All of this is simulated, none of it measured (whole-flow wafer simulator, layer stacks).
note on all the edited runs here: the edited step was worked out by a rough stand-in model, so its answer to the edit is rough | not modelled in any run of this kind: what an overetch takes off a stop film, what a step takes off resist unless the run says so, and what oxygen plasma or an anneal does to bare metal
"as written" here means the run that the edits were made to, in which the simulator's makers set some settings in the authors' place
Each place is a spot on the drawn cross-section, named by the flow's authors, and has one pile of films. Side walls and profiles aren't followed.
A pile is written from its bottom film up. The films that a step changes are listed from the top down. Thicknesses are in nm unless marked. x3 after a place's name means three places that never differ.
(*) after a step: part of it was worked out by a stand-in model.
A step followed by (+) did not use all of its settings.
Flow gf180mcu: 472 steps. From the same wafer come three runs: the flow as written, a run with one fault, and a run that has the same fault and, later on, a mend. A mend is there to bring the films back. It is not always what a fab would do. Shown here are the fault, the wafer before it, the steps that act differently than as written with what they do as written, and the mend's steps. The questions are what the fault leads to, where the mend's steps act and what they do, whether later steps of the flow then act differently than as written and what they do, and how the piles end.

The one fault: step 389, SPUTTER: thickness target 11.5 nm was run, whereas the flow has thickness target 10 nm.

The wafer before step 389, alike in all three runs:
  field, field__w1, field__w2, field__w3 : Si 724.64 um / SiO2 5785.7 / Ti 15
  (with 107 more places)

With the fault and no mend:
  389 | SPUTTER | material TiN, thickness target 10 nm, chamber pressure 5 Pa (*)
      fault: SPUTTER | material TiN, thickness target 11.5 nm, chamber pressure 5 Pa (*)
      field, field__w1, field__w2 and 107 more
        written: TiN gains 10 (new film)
        fault: TiN gains 11.5 (new film)
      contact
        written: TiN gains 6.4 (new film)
        fault: TiN gains 7.36 (new film)
  Later steps of the flow acting differently than as written (1 other step is not shown; it differs only slightly, by no more than 2% or 0.5 nm, whichever is larger):
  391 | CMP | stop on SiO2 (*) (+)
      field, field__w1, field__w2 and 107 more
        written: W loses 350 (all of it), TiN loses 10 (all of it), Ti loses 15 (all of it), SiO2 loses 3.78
        fault: W loses 350 (all of it), TiN loses 11.5 (all of it), Ti loses 15 (all of it), SiO2 loses 3.8
  By the end, the piles at contact depart from the flow's by more than 2% or 0.5 nm, whichever is larger.
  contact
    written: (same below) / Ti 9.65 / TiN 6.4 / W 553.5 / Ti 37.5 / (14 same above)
    fault: (same below) / Ti 9.65 / TiN 7.36 / W 552.5 / Ti 37.5 / (14 same above)

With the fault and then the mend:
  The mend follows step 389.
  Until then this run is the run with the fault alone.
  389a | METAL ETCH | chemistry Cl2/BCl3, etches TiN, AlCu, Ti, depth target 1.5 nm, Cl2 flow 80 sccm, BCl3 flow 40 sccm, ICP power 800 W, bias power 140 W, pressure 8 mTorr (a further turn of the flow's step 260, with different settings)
      field, field__w1, field__w2 and 108 more
        TiN loses 1.5
  Later steps of the flow that are run all act as written at every place that is followed, up to a difference of at most 2% or 0.5 nm, whichever is larger.
  By the end, the piles at contact depart from the flow's by more than 2% or 0.5 nm, whichever is larger.
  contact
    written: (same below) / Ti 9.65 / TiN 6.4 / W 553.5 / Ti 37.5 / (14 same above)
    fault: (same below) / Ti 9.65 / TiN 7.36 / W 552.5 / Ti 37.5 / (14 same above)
    mend: (same below) / Ti 9.65 / TiN 5.86 / W 554 / Ti 37.5 / (14 same above)
